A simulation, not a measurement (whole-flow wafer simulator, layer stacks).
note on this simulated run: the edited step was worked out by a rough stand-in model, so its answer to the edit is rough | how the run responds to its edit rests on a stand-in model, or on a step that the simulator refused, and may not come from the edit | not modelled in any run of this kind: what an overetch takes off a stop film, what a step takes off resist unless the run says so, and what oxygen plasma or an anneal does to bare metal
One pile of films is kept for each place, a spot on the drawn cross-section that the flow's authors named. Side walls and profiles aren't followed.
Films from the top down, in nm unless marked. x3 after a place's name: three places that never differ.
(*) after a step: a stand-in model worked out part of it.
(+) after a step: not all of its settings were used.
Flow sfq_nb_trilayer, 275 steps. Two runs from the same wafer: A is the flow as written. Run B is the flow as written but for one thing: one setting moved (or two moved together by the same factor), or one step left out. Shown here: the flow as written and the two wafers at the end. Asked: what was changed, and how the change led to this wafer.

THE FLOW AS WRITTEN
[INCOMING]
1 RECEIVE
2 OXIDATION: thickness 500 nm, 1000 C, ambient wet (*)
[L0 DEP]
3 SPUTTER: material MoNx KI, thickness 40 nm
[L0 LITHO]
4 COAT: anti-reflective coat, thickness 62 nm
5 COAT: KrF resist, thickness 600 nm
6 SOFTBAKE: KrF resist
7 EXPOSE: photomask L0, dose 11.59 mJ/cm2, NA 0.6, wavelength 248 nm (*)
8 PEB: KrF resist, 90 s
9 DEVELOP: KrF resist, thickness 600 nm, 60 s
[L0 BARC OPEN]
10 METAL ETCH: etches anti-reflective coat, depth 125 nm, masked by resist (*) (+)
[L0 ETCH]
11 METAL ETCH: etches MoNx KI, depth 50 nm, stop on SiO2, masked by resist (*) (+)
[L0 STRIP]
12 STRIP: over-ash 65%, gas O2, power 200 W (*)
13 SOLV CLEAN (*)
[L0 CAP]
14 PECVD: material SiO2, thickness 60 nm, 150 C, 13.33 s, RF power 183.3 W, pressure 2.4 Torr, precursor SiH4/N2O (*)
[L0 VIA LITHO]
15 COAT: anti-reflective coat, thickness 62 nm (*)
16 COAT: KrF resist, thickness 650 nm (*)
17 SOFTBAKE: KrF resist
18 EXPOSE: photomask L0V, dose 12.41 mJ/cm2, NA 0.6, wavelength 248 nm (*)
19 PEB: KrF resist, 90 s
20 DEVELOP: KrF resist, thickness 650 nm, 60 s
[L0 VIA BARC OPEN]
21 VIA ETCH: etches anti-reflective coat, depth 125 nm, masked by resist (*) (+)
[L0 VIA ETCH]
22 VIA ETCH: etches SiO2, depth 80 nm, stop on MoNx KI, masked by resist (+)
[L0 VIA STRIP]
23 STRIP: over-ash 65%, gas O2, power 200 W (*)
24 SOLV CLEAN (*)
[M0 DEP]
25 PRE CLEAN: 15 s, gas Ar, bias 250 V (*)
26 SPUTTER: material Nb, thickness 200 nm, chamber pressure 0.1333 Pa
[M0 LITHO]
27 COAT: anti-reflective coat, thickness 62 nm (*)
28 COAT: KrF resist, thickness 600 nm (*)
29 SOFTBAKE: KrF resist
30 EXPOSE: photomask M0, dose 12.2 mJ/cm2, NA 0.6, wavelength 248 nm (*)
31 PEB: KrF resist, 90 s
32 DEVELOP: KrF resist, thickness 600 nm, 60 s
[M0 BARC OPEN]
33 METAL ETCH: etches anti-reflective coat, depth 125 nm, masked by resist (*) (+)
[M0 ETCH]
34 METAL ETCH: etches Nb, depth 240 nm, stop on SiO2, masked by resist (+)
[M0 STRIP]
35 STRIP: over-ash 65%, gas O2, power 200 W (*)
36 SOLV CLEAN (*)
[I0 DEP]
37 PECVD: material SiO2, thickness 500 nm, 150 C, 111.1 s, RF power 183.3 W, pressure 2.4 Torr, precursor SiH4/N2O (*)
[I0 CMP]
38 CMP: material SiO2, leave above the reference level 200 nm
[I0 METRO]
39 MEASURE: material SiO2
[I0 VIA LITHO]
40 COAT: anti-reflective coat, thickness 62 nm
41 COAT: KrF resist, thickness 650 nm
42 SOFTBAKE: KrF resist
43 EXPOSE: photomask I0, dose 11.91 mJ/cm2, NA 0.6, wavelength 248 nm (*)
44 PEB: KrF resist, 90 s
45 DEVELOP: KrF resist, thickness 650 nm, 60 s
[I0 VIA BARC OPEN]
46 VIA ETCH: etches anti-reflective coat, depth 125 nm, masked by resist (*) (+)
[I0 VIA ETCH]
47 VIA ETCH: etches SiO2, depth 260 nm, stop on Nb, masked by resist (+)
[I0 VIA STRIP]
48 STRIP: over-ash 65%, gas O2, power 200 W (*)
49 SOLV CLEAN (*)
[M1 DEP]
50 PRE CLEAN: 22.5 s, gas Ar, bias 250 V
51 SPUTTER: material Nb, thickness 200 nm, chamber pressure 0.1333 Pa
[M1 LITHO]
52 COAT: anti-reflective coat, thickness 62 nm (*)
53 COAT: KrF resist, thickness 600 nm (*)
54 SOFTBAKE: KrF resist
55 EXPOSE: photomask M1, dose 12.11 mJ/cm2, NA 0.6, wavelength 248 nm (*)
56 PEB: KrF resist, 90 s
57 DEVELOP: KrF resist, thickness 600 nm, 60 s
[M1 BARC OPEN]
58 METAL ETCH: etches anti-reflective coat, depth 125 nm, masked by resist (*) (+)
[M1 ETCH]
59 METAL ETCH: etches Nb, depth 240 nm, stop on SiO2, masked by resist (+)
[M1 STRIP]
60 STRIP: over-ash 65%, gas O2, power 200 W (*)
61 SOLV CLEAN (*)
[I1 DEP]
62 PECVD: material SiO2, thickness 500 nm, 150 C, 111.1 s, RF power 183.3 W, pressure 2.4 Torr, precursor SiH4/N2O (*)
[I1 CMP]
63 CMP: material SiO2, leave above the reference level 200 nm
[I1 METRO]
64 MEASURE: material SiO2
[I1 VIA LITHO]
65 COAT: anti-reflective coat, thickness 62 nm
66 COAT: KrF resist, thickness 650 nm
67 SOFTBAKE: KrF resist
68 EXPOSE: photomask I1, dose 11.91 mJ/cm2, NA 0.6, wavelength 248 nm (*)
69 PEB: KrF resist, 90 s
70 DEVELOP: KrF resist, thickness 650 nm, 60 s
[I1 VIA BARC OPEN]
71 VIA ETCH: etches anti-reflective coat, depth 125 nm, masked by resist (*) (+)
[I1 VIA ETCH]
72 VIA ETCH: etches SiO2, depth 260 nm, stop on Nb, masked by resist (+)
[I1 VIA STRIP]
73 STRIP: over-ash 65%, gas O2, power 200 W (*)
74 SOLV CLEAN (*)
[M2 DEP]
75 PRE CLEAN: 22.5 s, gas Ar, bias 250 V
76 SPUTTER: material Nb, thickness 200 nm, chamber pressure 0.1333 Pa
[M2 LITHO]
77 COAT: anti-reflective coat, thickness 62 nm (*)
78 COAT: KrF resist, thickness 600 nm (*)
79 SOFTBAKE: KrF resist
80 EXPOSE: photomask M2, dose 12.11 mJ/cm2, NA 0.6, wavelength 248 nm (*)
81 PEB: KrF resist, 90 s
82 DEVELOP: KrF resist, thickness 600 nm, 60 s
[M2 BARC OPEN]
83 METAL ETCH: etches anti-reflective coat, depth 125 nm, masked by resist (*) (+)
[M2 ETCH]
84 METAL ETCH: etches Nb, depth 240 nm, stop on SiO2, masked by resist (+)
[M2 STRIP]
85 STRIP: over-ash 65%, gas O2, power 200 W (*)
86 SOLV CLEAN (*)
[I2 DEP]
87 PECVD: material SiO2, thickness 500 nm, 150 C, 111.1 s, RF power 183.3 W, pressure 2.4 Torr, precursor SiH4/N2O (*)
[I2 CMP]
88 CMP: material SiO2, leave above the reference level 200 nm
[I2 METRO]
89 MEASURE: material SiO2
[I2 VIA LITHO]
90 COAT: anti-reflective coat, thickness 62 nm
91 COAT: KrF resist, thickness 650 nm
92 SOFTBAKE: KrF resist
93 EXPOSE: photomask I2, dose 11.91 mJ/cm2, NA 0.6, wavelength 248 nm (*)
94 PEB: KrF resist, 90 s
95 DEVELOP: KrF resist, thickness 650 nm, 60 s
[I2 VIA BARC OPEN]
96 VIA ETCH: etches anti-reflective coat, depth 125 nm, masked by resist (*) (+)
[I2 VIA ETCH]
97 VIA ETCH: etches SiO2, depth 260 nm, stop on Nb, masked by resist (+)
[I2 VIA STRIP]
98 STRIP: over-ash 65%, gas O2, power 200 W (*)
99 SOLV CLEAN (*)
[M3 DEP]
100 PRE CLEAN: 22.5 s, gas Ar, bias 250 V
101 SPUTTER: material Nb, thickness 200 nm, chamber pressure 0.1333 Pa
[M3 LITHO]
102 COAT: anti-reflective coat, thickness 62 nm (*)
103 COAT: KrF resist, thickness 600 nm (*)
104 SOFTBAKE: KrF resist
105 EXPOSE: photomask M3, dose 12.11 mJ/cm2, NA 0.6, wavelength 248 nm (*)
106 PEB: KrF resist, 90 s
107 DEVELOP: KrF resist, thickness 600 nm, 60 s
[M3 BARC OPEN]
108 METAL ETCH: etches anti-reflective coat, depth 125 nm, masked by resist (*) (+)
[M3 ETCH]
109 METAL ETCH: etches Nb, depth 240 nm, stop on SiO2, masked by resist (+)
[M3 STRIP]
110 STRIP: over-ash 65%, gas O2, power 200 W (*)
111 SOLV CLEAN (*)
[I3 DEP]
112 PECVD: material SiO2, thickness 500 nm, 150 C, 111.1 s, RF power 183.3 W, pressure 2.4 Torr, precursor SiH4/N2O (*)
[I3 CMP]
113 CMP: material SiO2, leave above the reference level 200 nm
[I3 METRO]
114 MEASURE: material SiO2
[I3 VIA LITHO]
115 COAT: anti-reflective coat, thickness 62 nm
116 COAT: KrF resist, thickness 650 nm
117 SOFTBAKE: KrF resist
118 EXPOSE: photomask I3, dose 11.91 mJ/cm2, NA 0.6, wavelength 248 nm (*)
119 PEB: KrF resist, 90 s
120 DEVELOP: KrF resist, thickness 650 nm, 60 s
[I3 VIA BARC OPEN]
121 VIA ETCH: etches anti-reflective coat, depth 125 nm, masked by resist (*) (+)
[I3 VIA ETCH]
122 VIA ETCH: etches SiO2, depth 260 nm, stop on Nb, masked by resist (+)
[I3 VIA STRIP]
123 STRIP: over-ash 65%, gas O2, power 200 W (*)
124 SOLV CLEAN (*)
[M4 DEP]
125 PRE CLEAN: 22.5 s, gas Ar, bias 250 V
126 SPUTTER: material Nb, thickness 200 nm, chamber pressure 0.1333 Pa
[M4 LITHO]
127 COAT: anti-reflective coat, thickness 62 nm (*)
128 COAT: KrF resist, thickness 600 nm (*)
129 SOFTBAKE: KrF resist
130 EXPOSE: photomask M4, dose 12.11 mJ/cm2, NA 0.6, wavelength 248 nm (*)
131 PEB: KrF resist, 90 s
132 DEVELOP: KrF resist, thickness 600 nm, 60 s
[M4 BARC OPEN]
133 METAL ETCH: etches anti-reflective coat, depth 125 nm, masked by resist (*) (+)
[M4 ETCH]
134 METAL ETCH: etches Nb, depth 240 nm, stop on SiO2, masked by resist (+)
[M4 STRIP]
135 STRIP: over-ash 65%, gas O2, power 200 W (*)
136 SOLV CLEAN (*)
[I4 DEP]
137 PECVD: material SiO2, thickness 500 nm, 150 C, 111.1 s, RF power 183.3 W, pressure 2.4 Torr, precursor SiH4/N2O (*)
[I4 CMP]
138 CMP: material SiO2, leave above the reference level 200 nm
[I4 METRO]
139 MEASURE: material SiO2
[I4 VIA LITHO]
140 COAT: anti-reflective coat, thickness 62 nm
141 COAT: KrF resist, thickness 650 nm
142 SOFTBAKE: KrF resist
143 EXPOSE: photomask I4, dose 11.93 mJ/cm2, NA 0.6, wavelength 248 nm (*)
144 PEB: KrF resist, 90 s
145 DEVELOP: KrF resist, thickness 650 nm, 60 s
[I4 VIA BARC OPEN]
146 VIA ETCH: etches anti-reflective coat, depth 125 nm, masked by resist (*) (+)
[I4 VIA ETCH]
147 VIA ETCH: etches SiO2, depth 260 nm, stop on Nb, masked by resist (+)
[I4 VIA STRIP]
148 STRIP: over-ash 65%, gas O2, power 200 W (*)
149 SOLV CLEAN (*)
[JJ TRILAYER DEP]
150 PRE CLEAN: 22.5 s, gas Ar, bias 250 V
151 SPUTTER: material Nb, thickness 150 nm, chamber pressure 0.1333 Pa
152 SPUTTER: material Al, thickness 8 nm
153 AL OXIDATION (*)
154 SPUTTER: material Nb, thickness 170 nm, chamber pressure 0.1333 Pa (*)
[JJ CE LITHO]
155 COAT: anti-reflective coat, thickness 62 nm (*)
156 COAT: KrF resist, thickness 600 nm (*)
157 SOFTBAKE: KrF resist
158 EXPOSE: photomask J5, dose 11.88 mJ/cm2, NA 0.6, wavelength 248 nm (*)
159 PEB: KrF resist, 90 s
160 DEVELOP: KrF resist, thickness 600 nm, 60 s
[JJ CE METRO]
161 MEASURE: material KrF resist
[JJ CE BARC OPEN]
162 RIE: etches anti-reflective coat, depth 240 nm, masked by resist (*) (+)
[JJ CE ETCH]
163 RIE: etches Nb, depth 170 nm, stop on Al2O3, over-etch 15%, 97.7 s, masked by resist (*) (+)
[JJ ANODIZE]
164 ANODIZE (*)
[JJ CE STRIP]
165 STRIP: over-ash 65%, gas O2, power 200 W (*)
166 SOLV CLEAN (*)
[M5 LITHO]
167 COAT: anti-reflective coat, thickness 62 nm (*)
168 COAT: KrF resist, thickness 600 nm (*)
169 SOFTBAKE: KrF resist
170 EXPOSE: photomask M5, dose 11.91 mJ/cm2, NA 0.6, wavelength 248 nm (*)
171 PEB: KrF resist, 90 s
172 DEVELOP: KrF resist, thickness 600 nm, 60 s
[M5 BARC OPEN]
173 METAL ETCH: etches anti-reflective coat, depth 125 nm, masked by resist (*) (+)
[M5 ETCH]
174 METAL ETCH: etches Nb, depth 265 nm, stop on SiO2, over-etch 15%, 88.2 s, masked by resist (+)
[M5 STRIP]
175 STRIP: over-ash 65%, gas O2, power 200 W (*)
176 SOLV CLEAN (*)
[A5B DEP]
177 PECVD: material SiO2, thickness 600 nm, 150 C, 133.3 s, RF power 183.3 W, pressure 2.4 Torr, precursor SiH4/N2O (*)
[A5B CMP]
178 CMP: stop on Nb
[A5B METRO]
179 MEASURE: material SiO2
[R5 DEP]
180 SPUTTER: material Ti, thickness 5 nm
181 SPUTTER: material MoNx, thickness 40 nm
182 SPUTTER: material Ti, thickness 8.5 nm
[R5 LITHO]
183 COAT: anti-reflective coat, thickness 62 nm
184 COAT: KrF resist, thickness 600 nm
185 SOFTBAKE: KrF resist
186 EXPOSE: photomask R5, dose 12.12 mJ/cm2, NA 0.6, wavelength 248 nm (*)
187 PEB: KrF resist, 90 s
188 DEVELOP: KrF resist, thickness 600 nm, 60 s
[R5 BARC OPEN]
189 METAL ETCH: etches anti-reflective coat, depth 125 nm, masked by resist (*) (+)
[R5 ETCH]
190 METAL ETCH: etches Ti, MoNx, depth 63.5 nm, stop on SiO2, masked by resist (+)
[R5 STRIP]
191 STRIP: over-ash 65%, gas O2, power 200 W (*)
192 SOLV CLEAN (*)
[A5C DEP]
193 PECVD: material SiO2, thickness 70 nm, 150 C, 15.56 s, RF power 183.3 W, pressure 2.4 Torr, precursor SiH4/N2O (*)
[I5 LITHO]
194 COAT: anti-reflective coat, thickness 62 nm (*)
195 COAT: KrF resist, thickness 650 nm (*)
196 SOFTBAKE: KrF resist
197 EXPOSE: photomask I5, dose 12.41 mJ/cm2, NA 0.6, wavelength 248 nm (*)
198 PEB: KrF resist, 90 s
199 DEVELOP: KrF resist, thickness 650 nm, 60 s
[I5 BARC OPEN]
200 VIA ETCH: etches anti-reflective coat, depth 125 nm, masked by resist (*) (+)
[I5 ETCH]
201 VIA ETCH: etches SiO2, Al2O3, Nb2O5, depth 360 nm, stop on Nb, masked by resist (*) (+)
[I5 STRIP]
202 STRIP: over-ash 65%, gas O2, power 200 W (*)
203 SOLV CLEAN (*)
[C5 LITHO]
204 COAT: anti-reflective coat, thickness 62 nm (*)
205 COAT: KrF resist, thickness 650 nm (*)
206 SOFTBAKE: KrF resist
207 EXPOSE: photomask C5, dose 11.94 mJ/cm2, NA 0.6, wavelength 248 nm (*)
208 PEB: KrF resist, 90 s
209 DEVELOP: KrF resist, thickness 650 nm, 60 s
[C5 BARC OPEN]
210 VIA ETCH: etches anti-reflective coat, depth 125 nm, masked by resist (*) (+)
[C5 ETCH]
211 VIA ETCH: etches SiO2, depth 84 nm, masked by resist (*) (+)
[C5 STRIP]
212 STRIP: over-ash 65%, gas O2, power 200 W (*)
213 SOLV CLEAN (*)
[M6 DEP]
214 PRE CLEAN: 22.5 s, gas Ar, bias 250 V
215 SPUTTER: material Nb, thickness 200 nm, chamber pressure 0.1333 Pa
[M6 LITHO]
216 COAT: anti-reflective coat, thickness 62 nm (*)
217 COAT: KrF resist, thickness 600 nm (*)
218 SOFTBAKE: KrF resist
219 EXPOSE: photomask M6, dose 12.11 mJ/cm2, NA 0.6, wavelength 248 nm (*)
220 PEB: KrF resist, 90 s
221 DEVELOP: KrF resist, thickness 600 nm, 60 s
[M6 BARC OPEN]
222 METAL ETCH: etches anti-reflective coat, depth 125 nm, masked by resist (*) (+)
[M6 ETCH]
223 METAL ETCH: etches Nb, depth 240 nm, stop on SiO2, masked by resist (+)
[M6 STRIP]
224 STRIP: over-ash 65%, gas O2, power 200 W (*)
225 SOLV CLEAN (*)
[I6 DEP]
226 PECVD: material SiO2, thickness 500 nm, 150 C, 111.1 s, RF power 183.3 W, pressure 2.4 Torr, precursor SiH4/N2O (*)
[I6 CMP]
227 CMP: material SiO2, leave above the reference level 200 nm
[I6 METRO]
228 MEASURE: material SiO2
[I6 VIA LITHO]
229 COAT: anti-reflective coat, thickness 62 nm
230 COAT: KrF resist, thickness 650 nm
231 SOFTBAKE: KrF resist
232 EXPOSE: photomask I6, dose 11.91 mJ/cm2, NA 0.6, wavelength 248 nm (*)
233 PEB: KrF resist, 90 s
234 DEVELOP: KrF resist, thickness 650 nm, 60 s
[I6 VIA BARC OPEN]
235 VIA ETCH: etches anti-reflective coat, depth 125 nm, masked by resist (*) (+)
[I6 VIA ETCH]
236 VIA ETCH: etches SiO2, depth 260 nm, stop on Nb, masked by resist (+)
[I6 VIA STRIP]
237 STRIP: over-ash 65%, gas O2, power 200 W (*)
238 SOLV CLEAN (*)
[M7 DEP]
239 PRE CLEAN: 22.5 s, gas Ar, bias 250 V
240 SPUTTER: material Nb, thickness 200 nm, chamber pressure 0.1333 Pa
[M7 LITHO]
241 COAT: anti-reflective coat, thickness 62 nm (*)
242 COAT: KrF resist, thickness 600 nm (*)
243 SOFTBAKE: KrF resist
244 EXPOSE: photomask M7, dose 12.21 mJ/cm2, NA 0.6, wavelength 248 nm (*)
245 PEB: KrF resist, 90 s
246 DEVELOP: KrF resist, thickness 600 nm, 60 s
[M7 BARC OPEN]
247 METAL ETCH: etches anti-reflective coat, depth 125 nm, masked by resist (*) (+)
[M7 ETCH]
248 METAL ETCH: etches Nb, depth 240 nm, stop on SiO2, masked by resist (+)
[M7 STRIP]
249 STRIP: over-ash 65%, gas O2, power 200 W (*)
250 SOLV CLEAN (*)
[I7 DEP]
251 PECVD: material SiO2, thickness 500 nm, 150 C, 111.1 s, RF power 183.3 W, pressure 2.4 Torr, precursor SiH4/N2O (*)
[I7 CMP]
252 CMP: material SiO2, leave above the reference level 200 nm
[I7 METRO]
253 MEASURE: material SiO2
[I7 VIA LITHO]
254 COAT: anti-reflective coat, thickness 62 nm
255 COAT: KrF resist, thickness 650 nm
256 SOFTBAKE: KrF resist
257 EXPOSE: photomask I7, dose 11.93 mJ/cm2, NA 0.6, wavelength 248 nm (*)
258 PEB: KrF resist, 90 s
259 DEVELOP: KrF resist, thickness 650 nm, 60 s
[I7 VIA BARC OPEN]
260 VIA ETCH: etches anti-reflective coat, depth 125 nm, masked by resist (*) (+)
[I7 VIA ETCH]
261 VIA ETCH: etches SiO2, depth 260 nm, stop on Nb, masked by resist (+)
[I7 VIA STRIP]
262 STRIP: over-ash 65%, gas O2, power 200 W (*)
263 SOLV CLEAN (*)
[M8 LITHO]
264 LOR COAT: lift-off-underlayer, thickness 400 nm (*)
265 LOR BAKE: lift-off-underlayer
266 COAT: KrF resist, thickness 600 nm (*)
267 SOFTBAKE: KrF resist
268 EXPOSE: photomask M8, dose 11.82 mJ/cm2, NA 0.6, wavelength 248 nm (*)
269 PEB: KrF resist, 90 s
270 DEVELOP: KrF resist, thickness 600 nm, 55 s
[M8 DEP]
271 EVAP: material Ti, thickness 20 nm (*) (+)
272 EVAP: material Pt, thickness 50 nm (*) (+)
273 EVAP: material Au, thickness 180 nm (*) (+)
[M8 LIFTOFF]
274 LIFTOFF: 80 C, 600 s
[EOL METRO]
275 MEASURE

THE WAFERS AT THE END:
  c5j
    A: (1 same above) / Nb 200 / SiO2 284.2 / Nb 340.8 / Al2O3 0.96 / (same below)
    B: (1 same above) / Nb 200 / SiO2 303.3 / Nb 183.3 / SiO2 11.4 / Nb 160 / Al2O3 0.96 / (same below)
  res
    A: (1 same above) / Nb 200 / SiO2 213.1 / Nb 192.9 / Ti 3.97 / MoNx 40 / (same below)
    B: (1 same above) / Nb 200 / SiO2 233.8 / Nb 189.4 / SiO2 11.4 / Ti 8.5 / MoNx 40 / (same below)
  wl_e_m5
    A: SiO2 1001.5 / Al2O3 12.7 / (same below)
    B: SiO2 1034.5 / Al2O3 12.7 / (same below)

The cause: step 193, PECVD: thickness 103 nm was run, where the flow has thickness 70 nm; step 193, PECVD: 22.94 s was run, where the flow has 15.56 s.

How the change led to this, step by step:
  193 PECVD: material SiO2, thickness 70 nm, 150 C, 15.56 s, RF power 183.3 W, pressure 2.4 Torr, precursor SiH4/N2O (*)
      field_l, v_sur, via_wl and 92 more: A SiO2 +70 | B SiO2 +103
      ce_l, c5j, ce_r and 8 more: A SiO2 +70 (new film) | B SiO2 +103 (new film)
  201 VIA ETCH: etches SiO2, Al2O3, Nb2O5, depth 360 nm, stop on Nb, masked by resist (*) (+)
      be: A SiO2 -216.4 (all of it), Al2O3 -12.7 (all of it), Nb2O5 -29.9 (all of it) | B SiO2 -249.4 (all of it), Al2O3 -12.7 (all of it), Nb2O5 -29.9 (all of it)
  204 COAT: anti-reflective coat, thickness 62 nm (*)
      be: A anti-reflective coat +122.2 (new film) | B anti-reflective coat +127.1 (new film)
      be_sur: A anti-reflective coat +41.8 (new film) | B anti-reflective coat +40.7 (new film)
  205 COAT: KrF resist, thickness 650 nm (*)
      be: A KrF resist +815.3 (new film) | B KrF resist +838.9 (new film)
  211 VIA ETCH: etches SiO2, depth 84 nm, masked by resist (*) (+)
      c5j: A SiO2 -69.9 (all of it), Nb -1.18 | B SiO2 -84
      res: A SiO2 -69.9 (all of it) | B SiO2 -84
  212 STRIP: over-ash 65%, gas O2, power 200 W (*)
      be: A KrF resist -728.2 (all of it), anti-reflective coat -122.2 (all of it) | B KrF resist -751.7 (all of it), anti-reflective coat -127.1 (all of it)
      be_sur: A KrF resist -559.6 (all of it), anti-reflective coat -41.8 (all of it) | B KrF resist -557.7 (all of it), anti-reflective coat -40.7 (all of it)
  214 PRE CLEAN: 22.5 s, gas Ar, bias 250 V
      c5j: A Nb -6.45 | B SiO2 -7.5
      res: A Ti -4.53 | B SiO2 -7.5
  215 SPUTTER: material Nb, thickness 200 nm, chamber pressure 0.1333 Pa
      c5j: A Nb +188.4 | B Nb +183.3 (new film)
      be: A Nb +147.3 | B Nb +140
  216 COAT: anti-reflective coat, thickness 62 nm (*)
      wire: A anti-reflective coat +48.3 (new film) | B anti-reflective coat +46.9 (new film)
      be: A anti-reflective coat +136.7 (new film) | B anti-reflective coat +142.5 (new film)
      (and at 6 more places)
  217 COAT: KrF resist, thickness 600 nm (*)
      be: A KrF resist +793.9 (new film) | B KrF resist +829.3 (new film)
  224 STRIP: over-ash 65%, gas O2, power 200 W (*)
      wire: A KrF resist -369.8 (all of it), anti-reflective coat -48.3 (all of it) | B KrF resist -371.5 (all of it), anti-reflective coat -46.9 (all of it)
      be: A KrF resist -575.8 (all of it), anti-reflective coat -136.7 (all of it) | B KrF resist -611.1 (all of it), anti-reflective coat -142.5 (all of it)
      (and at 6 more places)
  226 PECVD: material SiO2, thickness 500 nm, 150 C, 111.1 s, RF power 183.3 W, pressure 2.4 Torr, precursor SiH4/N2O (*)
      be: A SiO2 +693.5 (new film) | B SiO2 +293.1 (new film), void +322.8 (new film), SiO2 +235.2 (new film)
      c5j: A SiO2 +514.7 (new film) | B SiO2 +533.8 (new film)
  227 CMP: material SiO2, leave above the reference level 200 nm
      be: A SiO2 -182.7 | B SiO2 -293.1 (all of it), void -322.8 (all of it)
      res: A SiO2 -279.4 | B SiO2 -258.7
  229 COAT: anti-reflective coat, thickness 62 nm
      via_v, gap: A anti-reflective coat +62 (new film) | B anti-reflective coat +60.2 (new film)
      via_sp: A anti-reflective coat +62 (new film) | B anti-reflective coat +60.6 (new film)
      (and at 5 more places)
  230 COAT: KrF resist, thickness 650 nm
      be: A KrF resist +650 (new film) | B KrF resist +855.2 (new film)
      gap: A KrF resist +650 (new film) | B KrF resist +636.3 (new film)
  233 PEB: KrF resist, 90 s
      be: A KrF resist -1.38 | B KrF resist -1.9
  ... 15 more steps ...
  274 LIFTOFF: 80 C, 600 s
      be: A Au -180 (all of it), Pt -50 (all of it), Ti -20 (all of it), KrF resist -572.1 (all of it), lift-off-underlayer -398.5 (all of it) | B Au -180 (all of it), Pt -50 (all of it), Ti -20 (all of it), KrF resist -601.5 (all of it), lift-off-underlayer -586.9 (all of it)
      be_sur: A Au -180 (all of it), Pt -50 (all of it), Ti -20 (all of it), KrF resist -572.6 (all of it), lift-off-underlayer -398.9 (all of it) | B Au -180 (all of it), Pt -50 (all of it), Ti -20 (all of it), KrF resist -583.1 (all of it), lift-off-underlayer -375.4 (all of it)
Counting metal films that touch as one body, c5j has 5 bodies (between them, from the top down: SiO2 303.3; SiO2 11.4; Al2O3 0.96; SiO2 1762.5); the flow as written gives 4 bodies (between them, from the top down: SiO2 284.2; Al2O3 0.96; SiO2 1762.5).
Counting metal films that touch as one body, res has 4 bodies (between them, from the top down: SiO2 233.8; SiO2 11.4; SiO2 2090.9); the flow as written gives 3 bodies (between them, from the top down: SiO2 213.1; SiO2 2090.9).
